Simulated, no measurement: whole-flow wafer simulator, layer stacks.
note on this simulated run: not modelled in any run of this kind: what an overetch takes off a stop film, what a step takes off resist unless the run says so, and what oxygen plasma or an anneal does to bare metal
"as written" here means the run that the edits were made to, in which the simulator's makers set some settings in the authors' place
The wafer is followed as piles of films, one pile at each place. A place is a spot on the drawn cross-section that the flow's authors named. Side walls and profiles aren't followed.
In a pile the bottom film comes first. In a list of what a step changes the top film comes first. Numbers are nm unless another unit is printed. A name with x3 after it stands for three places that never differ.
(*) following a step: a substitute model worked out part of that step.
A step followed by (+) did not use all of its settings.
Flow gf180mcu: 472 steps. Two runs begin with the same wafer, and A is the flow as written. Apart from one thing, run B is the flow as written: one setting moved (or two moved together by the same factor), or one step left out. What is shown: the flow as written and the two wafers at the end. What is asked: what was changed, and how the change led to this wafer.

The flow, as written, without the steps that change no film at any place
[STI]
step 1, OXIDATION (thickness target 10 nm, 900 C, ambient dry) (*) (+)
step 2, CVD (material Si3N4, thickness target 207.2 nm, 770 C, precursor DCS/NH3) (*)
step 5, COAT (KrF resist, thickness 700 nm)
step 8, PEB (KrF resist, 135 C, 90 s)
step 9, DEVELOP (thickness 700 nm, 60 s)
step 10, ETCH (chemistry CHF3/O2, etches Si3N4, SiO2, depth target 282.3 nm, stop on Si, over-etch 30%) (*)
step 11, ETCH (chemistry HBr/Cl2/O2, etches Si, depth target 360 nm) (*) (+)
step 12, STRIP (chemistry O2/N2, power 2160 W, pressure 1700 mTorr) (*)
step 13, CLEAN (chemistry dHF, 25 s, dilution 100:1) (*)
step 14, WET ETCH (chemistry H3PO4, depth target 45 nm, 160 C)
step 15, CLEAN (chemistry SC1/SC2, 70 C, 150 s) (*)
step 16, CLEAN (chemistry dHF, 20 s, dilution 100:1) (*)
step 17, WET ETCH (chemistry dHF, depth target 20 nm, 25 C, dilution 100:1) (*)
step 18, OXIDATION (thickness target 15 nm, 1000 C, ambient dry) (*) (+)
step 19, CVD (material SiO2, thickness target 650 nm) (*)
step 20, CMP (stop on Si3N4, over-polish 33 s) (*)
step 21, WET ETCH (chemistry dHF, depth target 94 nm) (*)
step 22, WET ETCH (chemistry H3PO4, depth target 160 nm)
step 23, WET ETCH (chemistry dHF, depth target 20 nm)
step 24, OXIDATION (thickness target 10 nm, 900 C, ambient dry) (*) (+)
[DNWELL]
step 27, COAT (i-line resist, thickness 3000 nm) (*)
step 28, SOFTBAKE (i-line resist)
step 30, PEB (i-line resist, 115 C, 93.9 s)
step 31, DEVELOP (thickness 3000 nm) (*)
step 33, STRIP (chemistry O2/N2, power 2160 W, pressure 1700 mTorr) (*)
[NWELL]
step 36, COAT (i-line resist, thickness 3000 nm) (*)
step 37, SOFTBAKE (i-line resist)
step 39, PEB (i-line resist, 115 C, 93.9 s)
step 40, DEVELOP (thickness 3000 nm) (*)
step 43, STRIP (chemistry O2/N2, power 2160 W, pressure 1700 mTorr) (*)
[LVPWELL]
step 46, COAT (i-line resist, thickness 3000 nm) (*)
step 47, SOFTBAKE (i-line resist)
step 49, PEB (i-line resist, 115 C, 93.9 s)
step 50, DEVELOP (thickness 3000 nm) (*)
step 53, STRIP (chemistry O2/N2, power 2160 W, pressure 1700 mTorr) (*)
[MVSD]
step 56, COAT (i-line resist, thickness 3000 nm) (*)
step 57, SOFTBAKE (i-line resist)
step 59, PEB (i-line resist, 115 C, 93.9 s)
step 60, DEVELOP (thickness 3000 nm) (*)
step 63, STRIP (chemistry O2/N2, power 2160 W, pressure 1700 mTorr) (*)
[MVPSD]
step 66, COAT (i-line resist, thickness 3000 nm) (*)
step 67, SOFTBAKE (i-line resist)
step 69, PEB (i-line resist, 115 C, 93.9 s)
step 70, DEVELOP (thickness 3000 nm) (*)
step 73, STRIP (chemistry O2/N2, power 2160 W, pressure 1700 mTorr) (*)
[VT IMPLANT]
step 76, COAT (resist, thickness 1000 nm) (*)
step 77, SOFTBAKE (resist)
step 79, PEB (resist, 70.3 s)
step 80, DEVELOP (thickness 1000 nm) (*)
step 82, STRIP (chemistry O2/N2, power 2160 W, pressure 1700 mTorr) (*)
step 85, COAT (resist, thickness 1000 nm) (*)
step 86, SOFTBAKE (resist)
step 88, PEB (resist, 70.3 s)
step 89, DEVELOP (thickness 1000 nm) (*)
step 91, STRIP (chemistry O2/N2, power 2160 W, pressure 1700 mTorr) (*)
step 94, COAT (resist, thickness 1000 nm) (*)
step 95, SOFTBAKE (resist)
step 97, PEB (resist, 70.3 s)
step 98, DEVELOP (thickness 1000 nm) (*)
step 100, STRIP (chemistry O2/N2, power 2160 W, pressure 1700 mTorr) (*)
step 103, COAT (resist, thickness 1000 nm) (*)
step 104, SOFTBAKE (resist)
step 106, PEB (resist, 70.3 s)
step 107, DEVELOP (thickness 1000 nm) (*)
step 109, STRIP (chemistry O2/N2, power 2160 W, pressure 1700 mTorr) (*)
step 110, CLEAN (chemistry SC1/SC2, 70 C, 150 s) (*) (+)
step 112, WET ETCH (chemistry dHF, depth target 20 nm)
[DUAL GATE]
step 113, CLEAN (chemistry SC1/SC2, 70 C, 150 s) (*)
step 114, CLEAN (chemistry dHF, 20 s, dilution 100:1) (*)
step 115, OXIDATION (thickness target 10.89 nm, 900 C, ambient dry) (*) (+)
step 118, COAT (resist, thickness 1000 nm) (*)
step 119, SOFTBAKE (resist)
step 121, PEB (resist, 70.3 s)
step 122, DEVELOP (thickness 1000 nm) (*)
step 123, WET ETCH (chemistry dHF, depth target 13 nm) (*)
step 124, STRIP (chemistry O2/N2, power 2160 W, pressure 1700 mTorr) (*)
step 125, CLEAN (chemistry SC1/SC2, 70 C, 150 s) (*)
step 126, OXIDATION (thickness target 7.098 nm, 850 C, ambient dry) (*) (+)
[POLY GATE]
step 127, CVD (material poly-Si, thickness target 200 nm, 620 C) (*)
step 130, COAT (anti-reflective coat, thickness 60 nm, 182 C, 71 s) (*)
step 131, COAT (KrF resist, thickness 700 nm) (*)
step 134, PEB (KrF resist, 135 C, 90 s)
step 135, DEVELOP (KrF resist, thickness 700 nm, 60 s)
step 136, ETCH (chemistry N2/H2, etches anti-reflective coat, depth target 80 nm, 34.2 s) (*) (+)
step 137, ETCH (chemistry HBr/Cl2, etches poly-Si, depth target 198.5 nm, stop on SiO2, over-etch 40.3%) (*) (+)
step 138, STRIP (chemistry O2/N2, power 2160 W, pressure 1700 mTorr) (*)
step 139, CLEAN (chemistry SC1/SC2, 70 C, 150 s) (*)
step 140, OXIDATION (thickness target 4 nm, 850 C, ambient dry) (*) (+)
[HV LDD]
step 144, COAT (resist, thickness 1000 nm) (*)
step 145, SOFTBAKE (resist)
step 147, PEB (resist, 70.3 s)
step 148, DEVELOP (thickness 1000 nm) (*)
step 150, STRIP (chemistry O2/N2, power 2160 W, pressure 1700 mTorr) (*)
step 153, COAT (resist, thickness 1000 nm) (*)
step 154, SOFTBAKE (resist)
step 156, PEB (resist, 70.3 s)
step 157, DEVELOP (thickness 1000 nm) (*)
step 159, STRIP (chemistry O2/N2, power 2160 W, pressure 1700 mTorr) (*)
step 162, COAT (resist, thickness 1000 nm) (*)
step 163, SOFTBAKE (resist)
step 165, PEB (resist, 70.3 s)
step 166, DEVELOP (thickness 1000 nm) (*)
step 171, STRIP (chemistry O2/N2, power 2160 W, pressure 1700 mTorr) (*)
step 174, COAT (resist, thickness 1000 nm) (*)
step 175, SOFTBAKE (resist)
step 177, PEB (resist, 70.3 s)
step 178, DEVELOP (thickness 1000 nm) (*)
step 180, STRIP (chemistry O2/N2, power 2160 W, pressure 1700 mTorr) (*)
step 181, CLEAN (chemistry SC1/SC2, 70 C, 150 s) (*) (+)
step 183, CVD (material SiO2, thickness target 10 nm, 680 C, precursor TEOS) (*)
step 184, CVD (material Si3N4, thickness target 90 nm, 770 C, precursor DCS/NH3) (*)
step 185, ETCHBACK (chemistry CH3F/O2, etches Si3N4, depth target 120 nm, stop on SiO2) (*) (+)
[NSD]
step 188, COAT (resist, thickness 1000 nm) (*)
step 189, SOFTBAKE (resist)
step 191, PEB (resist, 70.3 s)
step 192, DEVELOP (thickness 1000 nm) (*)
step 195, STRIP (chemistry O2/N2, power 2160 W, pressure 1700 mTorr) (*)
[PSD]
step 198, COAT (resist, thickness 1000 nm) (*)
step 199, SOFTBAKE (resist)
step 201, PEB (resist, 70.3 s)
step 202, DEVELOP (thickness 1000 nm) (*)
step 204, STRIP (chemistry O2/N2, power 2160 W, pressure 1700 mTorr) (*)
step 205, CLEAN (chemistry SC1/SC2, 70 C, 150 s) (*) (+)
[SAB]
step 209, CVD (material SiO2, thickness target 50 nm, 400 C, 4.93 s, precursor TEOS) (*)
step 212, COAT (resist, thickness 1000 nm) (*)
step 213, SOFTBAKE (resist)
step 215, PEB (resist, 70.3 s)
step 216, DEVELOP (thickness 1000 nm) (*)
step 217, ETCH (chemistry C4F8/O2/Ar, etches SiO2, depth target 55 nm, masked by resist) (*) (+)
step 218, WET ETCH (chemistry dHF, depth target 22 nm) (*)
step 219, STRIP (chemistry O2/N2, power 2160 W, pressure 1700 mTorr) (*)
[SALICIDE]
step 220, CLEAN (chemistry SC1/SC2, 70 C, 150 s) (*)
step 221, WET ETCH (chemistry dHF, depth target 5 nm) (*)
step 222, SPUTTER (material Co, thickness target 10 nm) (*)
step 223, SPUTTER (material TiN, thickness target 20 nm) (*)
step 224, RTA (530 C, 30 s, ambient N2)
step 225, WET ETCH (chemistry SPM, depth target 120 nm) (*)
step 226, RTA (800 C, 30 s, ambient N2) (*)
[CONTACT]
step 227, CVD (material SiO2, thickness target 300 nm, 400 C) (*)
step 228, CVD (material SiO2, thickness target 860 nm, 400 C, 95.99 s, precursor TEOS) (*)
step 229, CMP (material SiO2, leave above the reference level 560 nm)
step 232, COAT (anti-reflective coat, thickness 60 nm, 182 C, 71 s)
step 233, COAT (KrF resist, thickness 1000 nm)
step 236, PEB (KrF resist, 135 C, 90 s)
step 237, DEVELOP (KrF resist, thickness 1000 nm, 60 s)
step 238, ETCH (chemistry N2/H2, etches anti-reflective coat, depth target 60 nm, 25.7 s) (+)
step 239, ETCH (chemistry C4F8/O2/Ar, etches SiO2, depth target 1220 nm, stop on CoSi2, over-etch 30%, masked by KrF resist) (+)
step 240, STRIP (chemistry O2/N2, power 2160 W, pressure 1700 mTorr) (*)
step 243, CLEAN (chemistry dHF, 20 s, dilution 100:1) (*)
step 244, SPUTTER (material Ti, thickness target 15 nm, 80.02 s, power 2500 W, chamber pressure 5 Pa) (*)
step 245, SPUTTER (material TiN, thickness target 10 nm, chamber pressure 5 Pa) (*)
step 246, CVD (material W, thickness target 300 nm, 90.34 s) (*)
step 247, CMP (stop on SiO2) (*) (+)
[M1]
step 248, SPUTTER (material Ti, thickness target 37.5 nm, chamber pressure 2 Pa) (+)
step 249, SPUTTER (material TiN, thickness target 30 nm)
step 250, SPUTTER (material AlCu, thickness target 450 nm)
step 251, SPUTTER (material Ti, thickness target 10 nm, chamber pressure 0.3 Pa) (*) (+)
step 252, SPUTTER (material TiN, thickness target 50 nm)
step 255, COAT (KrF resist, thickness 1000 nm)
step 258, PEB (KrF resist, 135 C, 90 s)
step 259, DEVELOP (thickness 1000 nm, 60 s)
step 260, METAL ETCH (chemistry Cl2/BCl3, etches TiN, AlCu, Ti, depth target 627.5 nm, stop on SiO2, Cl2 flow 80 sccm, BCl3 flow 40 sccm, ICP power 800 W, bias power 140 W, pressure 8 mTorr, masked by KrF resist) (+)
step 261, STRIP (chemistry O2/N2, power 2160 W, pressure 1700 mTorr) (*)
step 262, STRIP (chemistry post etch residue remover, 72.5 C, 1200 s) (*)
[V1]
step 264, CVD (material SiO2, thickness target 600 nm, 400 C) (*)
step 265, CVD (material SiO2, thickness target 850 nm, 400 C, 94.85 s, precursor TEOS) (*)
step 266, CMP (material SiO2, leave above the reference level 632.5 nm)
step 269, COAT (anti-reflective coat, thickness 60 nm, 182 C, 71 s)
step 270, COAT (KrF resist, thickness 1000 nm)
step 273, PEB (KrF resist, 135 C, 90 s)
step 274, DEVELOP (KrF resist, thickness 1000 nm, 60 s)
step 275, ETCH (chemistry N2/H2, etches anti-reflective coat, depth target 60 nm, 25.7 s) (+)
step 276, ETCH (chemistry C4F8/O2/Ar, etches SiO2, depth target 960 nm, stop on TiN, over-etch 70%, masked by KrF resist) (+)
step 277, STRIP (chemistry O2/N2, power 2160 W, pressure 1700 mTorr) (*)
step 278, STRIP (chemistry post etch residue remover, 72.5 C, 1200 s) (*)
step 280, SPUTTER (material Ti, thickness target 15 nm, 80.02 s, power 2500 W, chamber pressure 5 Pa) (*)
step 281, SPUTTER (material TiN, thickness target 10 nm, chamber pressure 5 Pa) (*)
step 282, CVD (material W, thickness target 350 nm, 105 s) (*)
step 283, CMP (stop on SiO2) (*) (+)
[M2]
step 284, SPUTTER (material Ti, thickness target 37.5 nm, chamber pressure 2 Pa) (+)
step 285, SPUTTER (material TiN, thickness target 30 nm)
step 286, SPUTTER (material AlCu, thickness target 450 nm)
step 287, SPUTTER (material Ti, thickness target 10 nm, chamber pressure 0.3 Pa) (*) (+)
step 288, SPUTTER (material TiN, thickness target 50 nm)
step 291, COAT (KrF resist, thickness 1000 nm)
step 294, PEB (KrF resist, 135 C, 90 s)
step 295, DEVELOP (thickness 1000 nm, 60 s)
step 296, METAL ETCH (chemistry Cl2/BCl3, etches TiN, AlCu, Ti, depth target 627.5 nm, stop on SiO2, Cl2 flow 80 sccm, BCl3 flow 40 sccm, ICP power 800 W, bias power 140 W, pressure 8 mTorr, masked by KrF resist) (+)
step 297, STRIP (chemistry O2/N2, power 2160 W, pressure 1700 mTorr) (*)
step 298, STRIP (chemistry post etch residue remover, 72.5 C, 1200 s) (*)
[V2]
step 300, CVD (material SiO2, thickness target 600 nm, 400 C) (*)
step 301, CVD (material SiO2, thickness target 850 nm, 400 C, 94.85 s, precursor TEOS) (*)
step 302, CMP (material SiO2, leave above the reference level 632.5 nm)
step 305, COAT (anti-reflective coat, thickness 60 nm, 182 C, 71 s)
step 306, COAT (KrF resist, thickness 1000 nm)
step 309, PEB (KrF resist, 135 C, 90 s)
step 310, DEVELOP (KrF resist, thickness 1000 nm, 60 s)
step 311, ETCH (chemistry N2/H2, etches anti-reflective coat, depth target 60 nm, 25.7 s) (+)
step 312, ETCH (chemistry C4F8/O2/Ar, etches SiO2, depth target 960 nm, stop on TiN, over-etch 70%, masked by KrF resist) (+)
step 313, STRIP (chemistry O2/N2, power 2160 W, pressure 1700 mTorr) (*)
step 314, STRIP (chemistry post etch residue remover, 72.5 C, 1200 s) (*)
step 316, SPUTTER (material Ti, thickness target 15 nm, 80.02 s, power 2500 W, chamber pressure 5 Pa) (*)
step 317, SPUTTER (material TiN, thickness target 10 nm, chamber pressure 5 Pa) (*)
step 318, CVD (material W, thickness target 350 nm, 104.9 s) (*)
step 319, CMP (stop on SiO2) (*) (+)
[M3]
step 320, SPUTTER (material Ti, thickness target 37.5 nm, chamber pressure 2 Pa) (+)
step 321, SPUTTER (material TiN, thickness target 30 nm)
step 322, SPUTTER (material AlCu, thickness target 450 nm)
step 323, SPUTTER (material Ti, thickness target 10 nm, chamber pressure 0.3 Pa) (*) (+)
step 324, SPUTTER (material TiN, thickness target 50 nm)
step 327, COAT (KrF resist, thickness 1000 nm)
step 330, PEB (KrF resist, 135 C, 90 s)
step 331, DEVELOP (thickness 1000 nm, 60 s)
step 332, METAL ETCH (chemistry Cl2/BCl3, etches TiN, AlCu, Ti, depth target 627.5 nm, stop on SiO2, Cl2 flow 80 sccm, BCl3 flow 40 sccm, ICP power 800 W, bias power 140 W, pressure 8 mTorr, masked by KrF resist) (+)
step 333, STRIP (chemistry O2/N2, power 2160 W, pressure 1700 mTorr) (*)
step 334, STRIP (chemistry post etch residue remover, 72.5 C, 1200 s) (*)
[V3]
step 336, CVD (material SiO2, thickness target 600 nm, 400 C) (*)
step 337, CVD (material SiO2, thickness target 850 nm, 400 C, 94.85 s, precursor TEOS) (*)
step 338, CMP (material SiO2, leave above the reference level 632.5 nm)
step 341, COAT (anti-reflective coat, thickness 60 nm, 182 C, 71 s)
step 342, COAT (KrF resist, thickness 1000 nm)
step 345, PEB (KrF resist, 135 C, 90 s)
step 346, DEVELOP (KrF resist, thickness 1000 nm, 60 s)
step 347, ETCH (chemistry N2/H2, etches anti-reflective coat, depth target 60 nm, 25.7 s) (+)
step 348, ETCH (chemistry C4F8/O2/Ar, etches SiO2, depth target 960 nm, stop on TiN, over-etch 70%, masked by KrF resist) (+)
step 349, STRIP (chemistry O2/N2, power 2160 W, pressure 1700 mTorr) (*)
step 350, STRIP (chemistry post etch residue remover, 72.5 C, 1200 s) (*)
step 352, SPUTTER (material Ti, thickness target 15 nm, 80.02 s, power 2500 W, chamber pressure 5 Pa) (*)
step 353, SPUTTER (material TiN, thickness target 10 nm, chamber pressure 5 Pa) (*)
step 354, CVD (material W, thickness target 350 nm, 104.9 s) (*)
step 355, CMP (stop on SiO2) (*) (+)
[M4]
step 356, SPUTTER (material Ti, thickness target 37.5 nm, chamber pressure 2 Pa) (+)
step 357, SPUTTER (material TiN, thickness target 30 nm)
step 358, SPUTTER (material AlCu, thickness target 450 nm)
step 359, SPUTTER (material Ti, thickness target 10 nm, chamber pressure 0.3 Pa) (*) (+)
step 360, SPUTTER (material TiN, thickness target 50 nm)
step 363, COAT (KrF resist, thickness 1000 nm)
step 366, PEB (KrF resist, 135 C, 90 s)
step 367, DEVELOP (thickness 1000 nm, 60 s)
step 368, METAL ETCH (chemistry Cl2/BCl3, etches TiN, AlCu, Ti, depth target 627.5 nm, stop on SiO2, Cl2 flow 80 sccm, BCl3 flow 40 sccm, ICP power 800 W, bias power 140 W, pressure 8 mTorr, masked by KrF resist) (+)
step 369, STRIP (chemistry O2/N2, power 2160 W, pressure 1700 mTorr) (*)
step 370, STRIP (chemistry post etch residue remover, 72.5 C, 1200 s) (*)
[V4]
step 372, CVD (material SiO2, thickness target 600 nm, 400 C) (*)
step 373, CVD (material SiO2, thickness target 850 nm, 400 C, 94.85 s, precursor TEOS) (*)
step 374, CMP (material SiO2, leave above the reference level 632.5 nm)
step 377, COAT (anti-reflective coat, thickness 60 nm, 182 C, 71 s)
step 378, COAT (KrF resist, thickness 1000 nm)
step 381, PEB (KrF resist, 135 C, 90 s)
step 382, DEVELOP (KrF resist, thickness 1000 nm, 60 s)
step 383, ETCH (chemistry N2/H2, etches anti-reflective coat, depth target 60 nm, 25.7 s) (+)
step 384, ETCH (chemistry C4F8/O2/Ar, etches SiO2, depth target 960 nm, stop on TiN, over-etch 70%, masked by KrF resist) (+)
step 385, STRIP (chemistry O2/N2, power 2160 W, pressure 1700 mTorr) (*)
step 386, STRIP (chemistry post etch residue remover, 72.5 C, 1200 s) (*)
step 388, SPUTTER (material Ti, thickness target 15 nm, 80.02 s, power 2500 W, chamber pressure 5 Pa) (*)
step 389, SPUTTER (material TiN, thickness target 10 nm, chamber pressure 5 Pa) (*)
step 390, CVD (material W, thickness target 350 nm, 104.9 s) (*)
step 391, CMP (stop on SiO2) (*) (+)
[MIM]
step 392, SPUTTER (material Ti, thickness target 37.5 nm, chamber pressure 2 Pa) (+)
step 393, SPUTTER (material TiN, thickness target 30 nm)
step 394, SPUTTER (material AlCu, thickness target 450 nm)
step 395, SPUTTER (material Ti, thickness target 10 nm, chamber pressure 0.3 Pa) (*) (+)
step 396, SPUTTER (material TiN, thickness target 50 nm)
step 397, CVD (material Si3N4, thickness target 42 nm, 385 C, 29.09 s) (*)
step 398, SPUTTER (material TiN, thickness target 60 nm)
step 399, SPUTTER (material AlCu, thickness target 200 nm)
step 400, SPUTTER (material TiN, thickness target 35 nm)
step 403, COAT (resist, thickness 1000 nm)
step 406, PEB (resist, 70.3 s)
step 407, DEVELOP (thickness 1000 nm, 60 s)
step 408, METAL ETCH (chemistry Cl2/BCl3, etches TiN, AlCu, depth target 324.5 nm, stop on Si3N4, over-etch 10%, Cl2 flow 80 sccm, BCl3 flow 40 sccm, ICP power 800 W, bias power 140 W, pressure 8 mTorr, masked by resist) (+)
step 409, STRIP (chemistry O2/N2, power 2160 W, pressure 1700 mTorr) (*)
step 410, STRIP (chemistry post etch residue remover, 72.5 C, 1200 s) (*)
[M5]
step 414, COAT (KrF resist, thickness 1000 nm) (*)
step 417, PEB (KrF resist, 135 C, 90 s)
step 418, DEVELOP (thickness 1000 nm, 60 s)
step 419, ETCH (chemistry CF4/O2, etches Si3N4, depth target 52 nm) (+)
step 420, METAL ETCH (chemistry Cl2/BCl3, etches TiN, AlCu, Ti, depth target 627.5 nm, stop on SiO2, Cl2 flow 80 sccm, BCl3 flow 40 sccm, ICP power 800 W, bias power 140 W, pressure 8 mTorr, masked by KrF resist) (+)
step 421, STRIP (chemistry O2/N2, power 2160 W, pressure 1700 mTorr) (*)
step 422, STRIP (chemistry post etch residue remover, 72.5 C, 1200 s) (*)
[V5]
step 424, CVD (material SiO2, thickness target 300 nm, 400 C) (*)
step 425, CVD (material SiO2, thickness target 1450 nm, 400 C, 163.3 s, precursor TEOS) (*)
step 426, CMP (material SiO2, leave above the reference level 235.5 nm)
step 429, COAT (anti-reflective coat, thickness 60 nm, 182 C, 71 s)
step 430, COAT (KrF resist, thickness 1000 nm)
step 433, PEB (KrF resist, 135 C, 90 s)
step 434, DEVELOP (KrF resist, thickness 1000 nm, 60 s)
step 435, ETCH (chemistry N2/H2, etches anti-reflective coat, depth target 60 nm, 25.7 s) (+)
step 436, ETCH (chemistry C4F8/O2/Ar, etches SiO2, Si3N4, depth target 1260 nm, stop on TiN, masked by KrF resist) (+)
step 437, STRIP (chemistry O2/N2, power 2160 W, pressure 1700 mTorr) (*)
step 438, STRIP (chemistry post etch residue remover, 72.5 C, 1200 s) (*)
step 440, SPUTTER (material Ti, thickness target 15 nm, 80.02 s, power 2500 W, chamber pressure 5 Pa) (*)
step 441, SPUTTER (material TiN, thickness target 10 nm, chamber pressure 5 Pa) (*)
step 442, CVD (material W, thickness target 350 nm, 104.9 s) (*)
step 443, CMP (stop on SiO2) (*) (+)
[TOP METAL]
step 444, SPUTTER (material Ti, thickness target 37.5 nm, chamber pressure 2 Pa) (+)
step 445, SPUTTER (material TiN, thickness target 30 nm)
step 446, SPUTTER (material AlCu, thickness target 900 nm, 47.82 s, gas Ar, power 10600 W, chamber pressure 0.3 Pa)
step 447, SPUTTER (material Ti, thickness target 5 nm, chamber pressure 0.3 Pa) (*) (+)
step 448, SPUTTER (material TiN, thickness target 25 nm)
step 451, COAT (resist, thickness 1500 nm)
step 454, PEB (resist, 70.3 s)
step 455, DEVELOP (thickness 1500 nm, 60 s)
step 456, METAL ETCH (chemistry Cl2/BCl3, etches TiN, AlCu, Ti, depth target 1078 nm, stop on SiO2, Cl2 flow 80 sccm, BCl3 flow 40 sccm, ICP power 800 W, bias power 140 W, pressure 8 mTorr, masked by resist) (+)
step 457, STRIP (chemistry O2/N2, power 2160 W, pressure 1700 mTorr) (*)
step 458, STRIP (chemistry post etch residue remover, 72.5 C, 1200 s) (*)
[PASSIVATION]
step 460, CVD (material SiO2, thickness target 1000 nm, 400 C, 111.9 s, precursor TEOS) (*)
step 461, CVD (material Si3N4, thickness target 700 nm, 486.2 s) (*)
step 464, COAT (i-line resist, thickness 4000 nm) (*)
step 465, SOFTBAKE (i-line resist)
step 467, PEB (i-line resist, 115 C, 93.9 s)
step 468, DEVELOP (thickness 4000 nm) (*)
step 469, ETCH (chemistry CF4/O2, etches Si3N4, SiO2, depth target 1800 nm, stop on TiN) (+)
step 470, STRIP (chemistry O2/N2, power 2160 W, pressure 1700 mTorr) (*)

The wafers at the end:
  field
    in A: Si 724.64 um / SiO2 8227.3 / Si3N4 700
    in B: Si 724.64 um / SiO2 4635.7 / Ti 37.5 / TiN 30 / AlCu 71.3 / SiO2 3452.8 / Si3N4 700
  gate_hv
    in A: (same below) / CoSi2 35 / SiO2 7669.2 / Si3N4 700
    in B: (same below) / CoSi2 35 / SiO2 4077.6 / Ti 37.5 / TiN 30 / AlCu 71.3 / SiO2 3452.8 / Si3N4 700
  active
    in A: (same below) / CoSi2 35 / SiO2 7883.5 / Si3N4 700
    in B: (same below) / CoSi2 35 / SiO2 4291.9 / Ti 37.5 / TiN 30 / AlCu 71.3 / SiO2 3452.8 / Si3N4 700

The reason: step 368, METAL ETCH: depth target 433 nm was run, though the flow has depth target 627.5 nm.

The path from the change to this, step by step:
  step 368, METAL ETCH (chemistry Cl2/BCl3, etches TiN, AlCu, Ti, depth target 627.5 nm, stop on SiO2, Cl2 flow 80 sccm, BCl3 flow 40 sccm, ICP power 800 W, bias power 140 W, pressure 8 mTorr, masked by KrF resist) (+)
      field, field__w1, field__w2 and 103 more: A -50 TiN (all of it), -10 Ti (all of it), -450 AlCu (all of it), -30 TiN (all of it), -37.5 Ti (all of it) | B -50 TiN (all of it), -10 Ti (all of it), -373 AlCu
      field__w8, contact, m1, m1__w1, m1_nw: A -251 KrF resist | B -173.2 KrF resist
  step 369, STRIP (chemistry O2/N2, power 2160 W, pressure 1700 mTorr) (*)
      field__w8, contact, m1, m1__w1, m1_nw: A -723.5 KrF resist (all of it) | B -801.3 KrF resist (all of it)
  step 370, STRIP (chemistry post etch residue remover, 72.5 C, 1200 s) (*)
      field, field__w1, field__w2 and 103 more: A nothing | B -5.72 AlCu
  step 372, CVD (material SiO2, thickness target 600 nm, 400 C) (*)
      field, field__w1, field__w2 and 103 more: A +600 SiO2 | B +600 SiO2 (new film)
  step 374, CMP (material SiO2, leave above the reference level 632.5 nm)
      field, field__w1, field__w2 and 103 more: A -300 SiO2 | B -438.8 SiO2
Taking metal films that touch as one body, field has 1 body; the flow as written gives 0 bodies.
Taking metal films that touch as one body, gate_hv has 2 bodies (between them, from the top down: SiO2 4077.6); the flow as written gives 1 body.
Taking metal films that touch as one body, active has 2 bodies (between them, from the top down: SiO2 4291.9); the flow as written gives 1 body.
